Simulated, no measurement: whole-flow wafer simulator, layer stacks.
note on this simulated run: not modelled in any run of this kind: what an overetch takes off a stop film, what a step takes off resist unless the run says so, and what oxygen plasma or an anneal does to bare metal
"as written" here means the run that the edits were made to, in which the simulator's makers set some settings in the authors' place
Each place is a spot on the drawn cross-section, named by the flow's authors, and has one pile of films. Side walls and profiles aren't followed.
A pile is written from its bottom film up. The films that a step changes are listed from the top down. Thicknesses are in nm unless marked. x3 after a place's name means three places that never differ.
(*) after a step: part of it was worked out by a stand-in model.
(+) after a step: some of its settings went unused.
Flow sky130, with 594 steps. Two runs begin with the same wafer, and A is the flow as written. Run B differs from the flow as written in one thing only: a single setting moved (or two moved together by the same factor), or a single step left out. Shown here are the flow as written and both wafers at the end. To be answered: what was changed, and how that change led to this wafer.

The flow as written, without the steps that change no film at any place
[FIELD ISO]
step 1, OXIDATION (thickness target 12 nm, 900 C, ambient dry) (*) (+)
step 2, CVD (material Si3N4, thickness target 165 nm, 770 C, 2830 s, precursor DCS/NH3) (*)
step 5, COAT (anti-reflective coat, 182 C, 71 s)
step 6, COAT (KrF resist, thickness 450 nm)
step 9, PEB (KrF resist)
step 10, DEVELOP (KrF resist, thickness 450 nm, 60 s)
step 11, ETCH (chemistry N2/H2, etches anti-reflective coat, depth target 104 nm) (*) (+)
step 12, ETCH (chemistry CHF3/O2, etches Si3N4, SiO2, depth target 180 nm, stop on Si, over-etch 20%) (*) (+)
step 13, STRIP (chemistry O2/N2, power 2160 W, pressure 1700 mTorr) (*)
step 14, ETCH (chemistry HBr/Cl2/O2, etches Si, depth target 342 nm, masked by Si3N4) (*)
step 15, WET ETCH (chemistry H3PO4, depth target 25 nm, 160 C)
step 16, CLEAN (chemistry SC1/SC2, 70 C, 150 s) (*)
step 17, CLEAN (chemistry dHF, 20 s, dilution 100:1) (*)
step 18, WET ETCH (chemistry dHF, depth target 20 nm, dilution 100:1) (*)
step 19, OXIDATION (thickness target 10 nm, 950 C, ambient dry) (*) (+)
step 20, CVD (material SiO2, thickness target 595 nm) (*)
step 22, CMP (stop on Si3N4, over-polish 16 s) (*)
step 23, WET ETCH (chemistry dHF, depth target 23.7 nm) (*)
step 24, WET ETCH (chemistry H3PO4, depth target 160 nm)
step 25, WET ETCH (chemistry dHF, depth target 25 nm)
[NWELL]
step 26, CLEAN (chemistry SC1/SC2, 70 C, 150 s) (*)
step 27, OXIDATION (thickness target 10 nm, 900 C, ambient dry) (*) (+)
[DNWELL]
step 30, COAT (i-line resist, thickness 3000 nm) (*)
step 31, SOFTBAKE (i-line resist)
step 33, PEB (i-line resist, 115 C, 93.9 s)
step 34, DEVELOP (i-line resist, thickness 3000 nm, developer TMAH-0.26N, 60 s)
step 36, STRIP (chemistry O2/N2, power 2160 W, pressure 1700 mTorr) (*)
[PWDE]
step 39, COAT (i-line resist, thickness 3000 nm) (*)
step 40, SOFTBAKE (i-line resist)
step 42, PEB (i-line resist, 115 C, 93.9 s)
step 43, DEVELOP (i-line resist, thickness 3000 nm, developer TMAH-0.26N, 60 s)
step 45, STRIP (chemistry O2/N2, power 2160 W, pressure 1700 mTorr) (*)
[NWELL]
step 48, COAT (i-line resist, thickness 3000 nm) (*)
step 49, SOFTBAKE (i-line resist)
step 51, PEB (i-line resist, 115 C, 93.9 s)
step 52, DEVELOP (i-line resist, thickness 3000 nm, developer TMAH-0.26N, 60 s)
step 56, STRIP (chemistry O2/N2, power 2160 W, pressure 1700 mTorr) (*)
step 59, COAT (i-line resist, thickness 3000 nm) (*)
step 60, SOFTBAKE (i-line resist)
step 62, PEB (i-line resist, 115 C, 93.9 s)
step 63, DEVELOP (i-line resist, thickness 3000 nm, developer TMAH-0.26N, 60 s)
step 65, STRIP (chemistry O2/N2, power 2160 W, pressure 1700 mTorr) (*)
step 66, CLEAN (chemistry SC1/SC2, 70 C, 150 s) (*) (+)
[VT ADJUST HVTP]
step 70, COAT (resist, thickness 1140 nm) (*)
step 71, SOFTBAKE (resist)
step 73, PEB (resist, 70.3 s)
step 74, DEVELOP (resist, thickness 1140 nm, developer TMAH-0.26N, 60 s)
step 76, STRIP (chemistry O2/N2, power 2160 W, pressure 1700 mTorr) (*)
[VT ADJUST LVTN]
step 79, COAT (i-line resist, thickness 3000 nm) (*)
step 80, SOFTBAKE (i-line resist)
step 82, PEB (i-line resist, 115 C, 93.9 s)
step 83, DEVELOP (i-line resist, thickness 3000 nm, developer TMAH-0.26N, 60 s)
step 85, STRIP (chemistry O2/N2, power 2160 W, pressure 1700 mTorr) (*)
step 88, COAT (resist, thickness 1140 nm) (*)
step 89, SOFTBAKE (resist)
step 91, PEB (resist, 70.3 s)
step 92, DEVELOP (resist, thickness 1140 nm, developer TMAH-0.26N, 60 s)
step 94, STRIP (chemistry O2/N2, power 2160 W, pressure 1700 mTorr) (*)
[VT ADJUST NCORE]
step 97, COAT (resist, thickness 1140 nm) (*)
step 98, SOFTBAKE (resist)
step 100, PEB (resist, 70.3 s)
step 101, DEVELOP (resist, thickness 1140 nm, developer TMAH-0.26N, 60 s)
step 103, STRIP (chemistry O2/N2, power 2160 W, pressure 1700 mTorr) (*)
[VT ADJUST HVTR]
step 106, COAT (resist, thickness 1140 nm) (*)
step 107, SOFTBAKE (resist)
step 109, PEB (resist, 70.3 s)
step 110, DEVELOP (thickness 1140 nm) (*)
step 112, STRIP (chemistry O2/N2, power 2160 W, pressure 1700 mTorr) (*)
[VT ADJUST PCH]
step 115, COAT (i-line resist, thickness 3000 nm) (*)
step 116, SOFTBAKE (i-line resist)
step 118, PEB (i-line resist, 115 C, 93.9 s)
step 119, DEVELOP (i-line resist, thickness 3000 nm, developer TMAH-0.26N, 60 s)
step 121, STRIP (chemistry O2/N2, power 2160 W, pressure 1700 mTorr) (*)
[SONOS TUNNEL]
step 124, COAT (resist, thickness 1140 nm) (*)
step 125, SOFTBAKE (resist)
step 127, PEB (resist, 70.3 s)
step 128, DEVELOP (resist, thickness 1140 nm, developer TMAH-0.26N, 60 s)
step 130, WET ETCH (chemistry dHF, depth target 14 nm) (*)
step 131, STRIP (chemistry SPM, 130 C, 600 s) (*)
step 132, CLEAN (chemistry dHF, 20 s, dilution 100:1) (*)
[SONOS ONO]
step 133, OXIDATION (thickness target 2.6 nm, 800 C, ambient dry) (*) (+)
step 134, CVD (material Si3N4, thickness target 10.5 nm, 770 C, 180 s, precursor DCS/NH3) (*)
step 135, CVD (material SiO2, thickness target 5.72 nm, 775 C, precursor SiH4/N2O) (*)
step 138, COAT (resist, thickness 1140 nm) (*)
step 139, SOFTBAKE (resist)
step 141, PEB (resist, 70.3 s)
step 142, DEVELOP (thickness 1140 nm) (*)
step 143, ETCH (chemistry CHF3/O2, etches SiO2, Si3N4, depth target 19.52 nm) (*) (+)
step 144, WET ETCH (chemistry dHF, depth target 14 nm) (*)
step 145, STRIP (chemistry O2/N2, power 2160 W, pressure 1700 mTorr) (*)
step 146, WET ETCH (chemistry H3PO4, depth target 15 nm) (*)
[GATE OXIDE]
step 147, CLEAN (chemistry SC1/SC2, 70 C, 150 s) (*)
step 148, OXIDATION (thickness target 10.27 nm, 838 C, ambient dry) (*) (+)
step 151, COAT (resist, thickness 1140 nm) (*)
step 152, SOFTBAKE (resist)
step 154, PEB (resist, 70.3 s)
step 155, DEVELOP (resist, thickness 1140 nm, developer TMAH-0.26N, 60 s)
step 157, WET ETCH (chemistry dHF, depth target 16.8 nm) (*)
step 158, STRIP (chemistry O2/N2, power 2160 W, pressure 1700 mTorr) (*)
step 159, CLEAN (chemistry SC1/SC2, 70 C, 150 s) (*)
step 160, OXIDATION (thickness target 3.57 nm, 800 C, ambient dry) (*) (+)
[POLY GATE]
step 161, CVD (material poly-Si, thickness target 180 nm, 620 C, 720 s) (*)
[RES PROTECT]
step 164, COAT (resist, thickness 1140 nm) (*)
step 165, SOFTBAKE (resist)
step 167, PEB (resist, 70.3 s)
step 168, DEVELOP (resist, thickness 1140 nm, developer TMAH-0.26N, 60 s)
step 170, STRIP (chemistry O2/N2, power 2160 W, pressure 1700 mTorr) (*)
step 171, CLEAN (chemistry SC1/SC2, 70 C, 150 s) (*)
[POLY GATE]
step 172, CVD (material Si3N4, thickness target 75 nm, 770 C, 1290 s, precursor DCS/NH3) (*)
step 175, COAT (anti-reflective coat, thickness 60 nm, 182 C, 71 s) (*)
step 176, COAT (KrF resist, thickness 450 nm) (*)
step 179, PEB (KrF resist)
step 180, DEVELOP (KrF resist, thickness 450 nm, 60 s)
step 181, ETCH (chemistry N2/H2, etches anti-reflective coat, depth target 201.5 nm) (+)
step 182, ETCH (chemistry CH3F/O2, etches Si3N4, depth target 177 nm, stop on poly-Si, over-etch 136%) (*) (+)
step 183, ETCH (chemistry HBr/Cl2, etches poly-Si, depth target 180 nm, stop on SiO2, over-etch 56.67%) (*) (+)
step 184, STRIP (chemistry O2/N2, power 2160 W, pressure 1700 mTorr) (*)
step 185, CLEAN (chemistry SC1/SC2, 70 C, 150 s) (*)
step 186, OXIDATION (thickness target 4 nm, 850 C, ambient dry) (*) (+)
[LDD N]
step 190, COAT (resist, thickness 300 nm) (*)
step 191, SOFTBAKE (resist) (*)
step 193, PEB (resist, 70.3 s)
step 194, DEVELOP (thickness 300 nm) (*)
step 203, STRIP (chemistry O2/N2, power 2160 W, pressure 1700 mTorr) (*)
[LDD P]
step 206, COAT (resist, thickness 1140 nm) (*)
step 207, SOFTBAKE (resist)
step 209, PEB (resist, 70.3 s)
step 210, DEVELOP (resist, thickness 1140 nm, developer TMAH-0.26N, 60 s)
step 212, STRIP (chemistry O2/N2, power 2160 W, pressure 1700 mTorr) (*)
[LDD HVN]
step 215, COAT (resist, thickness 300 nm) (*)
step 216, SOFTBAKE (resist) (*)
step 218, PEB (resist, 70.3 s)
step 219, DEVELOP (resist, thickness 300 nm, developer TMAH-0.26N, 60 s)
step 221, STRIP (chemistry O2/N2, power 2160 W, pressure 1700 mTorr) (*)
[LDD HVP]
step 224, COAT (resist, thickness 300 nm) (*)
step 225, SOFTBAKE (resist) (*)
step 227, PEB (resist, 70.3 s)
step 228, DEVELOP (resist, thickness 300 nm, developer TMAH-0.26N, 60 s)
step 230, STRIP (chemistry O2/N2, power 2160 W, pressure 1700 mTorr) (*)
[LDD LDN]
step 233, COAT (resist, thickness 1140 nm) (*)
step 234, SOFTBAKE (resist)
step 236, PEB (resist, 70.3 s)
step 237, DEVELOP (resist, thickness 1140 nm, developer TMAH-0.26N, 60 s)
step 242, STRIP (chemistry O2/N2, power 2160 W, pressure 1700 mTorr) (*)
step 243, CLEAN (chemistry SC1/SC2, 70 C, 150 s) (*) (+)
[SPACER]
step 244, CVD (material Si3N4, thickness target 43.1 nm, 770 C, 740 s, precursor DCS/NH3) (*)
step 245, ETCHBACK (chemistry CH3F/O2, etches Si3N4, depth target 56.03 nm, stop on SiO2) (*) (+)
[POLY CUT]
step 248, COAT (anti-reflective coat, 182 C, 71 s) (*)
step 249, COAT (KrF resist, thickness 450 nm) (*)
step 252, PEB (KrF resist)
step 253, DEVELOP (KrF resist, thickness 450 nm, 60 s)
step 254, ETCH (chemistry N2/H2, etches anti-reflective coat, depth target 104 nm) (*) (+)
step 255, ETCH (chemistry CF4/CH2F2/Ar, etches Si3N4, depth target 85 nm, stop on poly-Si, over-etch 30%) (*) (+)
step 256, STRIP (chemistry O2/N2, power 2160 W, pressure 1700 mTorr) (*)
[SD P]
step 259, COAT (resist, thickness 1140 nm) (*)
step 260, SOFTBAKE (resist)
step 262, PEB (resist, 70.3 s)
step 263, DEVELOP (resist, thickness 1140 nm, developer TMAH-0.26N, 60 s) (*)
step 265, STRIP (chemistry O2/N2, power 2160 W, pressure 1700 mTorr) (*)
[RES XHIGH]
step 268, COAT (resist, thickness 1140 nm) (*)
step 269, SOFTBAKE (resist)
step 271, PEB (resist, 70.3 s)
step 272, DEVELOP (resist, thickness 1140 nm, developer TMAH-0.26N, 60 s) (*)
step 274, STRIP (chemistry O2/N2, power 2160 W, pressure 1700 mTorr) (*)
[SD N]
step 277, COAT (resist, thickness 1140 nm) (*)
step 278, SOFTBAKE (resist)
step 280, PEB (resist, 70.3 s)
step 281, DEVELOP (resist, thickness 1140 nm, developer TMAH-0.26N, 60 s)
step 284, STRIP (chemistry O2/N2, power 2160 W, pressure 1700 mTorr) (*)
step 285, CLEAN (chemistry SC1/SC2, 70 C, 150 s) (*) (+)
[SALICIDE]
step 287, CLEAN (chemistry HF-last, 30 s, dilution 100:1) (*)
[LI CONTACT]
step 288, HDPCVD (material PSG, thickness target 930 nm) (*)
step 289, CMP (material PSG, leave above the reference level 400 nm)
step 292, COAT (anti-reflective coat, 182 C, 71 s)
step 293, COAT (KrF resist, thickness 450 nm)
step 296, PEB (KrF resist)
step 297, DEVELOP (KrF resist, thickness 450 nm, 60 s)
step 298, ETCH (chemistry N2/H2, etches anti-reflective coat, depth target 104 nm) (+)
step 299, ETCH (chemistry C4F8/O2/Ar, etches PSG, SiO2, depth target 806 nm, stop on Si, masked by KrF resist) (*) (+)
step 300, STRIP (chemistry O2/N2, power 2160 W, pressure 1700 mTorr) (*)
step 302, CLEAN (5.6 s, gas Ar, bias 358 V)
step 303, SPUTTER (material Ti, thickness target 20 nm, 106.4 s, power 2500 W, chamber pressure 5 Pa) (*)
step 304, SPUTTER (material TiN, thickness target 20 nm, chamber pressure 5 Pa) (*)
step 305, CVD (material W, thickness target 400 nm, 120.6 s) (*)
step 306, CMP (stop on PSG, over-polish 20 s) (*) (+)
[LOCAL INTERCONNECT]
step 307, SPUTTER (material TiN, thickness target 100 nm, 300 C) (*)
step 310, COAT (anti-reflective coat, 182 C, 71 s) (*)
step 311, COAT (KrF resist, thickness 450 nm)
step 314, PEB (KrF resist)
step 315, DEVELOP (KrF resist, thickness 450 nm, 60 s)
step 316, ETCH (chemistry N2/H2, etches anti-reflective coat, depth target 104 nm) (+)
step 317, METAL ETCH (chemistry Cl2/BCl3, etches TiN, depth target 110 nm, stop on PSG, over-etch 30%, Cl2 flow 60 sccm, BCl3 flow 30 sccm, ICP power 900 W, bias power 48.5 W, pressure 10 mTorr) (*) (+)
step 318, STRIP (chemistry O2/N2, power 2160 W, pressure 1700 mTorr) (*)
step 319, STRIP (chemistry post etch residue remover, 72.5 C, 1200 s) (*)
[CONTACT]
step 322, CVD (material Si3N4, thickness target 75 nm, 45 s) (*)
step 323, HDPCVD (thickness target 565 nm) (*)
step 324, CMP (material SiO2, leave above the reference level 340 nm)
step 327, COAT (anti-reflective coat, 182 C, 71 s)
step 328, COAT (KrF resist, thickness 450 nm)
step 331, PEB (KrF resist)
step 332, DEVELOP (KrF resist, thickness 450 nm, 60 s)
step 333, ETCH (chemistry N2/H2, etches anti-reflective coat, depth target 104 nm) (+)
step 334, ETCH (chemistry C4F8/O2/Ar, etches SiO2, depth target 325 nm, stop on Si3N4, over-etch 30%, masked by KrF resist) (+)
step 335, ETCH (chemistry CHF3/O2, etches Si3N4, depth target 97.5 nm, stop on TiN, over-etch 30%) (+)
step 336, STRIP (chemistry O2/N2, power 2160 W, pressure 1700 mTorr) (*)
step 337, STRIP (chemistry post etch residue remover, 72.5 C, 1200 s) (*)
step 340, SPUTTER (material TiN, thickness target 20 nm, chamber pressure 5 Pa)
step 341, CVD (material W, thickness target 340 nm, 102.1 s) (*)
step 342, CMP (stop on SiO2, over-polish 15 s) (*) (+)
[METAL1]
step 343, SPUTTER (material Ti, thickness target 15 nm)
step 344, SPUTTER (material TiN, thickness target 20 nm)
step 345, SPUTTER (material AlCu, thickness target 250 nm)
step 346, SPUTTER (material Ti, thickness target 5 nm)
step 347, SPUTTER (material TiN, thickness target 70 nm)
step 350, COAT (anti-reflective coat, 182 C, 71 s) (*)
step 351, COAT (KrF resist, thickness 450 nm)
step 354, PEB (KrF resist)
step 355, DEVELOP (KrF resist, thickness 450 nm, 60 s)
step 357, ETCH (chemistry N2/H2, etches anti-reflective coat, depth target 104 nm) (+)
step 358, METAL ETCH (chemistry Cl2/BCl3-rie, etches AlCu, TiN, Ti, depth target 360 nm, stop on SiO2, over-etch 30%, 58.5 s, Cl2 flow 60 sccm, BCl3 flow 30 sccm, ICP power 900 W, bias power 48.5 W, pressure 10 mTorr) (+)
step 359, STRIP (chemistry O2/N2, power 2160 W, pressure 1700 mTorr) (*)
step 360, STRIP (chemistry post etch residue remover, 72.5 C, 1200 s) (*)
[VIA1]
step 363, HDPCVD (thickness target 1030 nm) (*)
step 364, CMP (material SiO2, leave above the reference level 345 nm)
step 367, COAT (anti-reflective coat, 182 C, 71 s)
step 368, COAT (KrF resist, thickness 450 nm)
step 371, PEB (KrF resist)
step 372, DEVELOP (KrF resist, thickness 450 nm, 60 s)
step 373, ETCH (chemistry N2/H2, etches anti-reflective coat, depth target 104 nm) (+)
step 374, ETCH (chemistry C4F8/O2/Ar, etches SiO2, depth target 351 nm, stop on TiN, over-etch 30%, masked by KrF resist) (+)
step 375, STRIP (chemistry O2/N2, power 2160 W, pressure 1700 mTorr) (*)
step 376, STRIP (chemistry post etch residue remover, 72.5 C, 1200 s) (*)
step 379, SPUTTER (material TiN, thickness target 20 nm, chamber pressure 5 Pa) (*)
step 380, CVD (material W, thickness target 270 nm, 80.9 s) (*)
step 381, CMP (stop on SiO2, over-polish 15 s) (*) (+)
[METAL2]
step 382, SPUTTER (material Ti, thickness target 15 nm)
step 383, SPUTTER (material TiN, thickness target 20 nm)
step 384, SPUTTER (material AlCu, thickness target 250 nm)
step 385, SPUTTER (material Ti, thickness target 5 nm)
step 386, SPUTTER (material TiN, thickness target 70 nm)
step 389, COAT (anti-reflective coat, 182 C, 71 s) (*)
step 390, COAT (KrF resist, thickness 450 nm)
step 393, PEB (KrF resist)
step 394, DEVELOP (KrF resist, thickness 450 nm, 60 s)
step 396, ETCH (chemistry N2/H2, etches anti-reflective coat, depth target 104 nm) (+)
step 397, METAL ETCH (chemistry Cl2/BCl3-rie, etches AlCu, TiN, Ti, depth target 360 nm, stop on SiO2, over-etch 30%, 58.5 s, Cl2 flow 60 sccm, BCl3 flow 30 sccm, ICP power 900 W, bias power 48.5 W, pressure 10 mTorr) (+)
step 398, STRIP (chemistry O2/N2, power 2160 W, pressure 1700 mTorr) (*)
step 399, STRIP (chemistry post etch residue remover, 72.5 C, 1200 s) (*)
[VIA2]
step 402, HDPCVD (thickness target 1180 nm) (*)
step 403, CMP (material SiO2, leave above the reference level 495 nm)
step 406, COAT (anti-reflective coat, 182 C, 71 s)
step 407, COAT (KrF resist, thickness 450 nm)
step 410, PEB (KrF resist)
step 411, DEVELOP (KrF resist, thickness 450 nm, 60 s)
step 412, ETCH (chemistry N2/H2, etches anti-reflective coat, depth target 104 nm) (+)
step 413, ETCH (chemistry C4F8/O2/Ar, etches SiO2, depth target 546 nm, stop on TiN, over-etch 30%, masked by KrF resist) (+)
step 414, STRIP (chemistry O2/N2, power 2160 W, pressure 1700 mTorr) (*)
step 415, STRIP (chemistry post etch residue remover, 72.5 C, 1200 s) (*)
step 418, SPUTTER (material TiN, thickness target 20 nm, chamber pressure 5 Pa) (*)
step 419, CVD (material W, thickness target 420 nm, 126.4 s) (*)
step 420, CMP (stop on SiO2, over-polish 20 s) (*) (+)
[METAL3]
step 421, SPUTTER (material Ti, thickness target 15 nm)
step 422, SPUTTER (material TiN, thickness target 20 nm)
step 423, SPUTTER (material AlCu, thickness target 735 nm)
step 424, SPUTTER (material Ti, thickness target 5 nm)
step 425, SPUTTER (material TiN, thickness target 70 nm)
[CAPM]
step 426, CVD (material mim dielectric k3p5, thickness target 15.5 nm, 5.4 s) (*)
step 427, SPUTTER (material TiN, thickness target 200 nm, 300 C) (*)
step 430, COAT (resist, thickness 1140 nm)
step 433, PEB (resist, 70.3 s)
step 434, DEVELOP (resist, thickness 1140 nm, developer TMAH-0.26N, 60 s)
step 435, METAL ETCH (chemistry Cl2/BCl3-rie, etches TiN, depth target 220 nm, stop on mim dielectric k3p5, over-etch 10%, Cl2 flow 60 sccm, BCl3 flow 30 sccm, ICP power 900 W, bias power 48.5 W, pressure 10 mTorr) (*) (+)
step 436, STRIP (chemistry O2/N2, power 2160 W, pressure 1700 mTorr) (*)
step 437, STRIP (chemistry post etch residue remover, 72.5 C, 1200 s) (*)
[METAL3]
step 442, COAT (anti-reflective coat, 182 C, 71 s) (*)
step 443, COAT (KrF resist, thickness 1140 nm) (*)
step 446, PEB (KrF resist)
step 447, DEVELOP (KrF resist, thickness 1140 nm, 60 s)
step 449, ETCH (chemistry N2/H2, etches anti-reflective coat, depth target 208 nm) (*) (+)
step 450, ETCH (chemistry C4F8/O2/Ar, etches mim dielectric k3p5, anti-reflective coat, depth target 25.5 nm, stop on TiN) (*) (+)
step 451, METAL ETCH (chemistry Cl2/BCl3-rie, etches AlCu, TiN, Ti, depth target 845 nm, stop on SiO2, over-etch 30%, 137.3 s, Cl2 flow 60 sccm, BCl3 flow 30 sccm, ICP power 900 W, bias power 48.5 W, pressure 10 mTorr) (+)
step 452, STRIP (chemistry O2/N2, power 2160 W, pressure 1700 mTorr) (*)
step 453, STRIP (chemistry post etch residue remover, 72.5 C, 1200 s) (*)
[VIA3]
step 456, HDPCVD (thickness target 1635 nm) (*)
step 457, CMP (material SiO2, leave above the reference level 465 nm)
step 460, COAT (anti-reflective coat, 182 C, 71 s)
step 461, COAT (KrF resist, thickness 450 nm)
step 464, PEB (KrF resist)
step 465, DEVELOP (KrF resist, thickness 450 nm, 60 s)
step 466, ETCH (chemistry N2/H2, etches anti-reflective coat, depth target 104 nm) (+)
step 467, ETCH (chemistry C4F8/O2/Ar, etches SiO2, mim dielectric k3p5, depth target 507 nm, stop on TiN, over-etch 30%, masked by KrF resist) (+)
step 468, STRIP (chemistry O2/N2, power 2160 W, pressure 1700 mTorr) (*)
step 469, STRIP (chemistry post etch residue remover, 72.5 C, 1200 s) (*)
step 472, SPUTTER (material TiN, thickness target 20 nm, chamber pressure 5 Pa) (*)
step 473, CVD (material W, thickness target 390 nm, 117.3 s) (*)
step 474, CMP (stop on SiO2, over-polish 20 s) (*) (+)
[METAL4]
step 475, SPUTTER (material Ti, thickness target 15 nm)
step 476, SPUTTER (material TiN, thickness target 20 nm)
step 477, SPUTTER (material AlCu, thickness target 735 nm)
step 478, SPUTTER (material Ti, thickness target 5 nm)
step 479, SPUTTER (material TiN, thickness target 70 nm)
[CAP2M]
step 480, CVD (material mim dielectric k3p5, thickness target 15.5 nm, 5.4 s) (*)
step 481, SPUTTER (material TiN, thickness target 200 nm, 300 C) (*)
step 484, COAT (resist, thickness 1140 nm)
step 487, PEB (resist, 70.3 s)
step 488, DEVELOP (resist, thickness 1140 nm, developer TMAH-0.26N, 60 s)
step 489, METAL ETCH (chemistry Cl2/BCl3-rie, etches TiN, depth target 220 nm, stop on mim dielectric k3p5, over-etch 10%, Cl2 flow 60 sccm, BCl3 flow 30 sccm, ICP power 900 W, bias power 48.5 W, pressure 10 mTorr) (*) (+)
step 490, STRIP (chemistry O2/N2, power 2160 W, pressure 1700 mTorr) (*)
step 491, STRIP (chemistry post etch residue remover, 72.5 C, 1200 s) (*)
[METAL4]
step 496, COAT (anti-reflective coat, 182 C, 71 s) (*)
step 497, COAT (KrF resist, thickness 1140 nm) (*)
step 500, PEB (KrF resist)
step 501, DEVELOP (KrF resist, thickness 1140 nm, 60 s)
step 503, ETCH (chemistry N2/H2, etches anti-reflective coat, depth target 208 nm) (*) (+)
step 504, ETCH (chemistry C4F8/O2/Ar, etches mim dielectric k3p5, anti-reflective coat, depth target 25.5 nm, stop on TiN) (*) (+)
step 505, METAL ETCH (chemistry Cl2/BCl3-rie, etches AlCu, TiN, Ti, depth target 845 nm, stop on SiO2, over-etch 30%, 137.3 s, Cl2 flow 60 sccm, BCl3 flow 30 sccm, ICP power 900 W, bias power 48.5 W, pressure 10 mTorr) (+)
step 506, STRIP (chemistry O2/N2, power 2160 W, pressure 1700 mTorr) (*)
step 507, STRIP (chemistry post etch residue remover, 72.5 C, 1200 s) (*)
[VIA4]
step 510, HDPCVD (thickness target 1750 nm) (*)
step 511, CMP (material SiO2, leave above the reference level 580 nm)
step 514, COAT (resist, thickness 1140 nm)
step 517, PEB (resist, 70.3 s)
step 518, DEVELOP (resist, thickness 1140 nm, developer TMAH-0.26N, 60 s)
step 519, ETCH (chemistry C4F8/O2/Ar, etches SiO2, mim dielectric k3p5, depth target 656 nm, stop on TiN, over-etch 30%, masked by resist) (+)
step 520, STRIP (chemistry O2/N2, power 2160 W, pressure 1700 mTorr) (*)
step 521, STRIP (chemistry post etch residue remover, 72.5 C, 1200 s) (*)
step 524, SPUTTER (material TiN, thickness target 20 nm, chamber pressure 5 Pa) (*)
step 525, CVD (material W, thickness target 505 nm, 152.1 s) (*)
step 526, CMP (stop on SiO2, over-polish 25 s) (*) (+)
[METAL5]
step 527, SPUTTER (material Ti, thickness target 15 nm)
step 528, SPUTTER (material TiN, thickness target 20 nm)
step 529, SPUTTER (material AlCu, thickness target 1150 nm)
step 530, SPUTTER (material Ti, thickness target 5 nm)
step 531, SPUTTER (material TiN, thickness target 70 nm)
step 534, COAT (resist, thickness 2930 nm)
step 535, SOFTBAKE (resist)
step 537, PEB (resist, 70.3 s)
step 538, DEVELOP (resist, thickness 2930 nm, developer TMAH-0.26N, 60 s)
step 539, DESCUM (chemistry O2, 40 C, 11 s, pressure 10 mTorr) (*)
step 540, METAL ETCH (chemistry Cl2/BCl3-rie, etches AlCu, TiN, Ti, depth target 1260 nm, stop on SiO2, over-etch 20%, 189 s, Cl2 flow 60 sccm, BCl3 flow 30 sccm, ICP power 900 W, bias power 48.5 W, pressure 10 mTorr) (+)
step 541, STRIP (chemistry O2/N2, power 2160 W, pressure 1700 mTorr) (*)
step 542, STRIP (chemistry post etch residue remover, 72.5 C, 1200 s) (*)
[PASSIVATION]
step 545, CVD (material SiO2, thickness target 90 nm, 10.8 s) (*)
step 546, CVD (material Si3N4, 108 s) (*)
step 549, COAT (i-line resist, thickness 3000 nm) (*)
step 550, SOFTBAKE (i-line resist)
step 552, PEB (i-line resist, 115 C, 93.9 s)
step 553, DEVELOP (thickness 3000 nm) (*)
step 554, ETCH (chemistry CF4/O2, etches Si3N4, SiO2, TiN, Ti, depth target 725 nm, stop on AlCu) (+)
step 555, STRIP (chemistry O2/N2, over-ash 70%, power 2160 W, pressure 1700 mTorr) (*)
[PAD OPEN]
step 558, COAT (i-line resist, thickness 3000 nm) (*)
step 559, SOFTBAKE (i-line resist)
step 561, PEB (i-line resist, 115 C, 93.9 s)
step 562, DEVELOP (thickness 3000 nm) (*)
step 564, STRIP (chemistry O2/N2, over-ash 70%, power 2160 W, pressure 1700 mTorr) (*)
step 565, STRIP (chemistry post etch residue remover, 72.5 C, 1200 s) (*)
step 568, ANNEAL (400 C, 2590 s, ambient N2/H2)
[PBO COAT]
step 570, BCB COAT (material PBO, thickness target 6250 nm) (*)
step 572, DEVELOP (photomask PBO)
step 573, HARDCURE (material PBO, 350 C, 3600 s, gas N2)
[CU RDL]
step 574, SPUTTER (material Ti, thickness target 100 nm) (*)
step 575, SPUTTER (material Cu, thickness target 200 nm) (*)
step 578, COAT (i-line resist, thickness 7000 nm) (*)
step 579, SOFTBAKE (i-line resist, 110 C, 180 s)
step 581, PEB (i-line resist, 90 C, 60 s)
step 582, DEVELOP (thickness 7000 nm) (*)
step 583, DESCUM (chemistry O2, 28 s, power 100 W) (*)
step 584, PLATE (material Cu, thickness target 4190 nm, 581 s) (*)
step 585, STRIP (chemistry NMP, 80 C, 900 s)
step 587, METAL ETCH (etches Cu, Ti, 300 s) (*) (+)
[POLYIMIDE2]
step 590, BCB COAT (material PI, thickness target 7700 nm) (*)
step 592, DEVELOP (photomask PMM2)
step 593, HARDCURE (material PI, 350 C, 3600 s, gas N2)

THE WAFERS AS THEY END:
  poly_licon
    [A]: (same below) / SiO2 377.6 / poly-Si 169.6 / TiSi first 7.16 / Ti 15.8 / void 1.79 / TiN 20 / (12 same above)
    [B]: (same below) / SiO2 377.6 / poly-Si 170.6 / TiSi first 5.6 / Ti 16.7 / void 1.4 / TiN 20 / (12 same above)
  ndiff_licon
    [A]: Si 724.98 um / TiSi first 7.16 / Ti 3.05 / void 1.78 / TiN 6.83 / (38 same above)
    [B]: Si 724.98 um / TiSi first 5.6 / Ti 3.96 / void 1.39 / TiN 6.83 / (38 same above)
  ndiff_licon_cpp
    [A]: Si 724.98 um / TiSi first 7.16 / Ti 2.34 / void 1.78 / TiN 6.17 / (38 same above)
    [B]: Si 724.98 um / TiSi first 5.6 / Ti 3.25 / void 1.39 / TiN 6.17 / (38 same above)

The reason: step 568, ANNEAL: 1101 s was run, though the flow has 2590 s.

How this came from the change, step by step:
  step 568, ANNEAL (400 C, 2590 s, ambient N2/H2)
      poly_licon, rpo_hd_licon: A under 11 films: void gains 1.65 (new film), Ti loses 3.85, TiSi first gains 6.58 (new film), poly-Si loses 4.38 | B under 11 films: void gains 1.21 (new film), Ti loses 2.83, TiSi first gains 4.84 (new film), poly-Si loses 3.22
      ndiff_licon, ndiff_licon_cpp: A under 37 films: void gains 1.63 (new film), Ti loses 3.85, TiSi first gains 6.58 (new film), Si loses 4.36 | B under 37 films: void gains 1.2 (new film), Ti loses 2.83, TiSi first gains 4.84 (new film), Si loses 3.21
